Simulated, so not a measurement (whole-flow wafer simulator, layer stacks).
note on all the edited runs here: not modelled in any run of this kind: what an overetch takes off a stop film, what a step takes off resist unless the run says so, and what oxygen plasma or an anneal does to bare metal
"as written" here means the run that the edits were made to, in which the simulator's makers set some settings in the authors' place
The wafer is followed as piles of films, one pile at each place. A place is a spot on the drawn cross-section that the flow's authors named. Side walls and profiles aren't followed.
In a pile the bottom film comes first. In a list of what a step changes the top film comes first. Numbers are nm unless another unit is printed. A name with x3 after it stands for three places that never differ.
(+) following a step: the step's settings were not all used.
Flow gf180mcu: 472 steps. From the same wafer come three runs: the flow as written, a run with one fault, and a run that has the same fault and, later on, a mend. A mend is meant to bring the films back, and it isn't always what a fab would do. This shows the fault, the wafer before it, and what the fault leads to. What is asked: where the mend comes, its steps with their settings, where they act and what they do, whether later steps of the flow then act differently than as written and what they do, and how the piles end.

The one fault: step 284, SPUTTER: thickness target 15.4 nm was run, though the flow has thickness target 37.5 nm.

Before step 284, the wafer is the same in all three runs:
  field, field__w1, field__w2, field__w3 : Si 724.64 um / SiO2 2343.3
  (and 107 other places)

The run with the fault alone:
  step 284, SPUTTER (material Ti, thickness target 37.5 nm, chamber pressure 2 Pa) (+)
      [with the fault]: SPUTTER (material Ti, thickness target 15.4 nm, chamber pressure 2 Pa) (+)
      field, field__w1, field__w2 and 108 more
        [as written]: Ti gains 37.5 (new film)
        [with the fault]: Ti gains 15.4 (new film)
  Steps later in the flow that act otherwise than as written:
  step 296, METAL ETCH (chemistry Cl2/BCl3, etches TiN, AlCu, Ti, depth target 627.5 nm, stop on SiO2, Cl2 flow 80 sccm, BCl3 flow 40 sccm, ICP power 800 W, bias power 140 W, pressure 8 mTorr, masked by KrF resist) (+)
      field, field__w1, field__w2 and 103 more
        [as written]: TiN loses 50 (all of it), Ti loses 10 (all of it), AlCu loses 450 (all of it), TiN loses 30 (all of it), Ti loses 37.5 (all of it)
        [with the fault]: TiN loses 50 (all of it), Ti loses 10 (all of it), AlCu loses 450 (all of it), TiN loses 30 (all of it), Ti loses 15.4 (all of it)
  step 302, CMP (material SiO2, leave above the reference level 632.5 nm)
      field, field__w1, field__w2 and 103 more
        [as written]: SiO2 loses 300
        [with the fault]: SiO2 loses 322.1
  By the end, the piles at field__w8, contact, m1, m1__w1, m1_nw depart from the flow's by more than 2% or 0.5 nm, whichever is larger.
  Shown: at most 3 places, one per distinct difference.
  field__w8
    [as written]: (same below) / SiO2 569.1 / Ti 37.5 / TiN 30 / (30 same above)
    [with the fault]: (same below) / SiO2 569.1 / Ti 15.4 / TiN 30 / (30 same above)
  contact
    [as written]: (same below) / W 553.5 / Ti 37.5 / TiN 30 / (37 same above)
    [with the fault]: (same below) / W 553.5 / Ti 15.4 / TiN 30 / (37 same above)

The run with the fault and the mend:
  After step 284 comes the mend.
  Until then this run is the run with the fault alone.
  step 284a, SPUTTER (material Ti, thickness target 22.1 nm, chamber pressure 2 Pa) (+) (a further turn of the flow's step 284, with different settings)
      field, field__w1, field__w2 and 108 more
        Ti gains 22.1
  None of the later steps of the flow acts differently than as written at any place that is followed.
  By the end, the piles equal the flow's at every place that both follow.
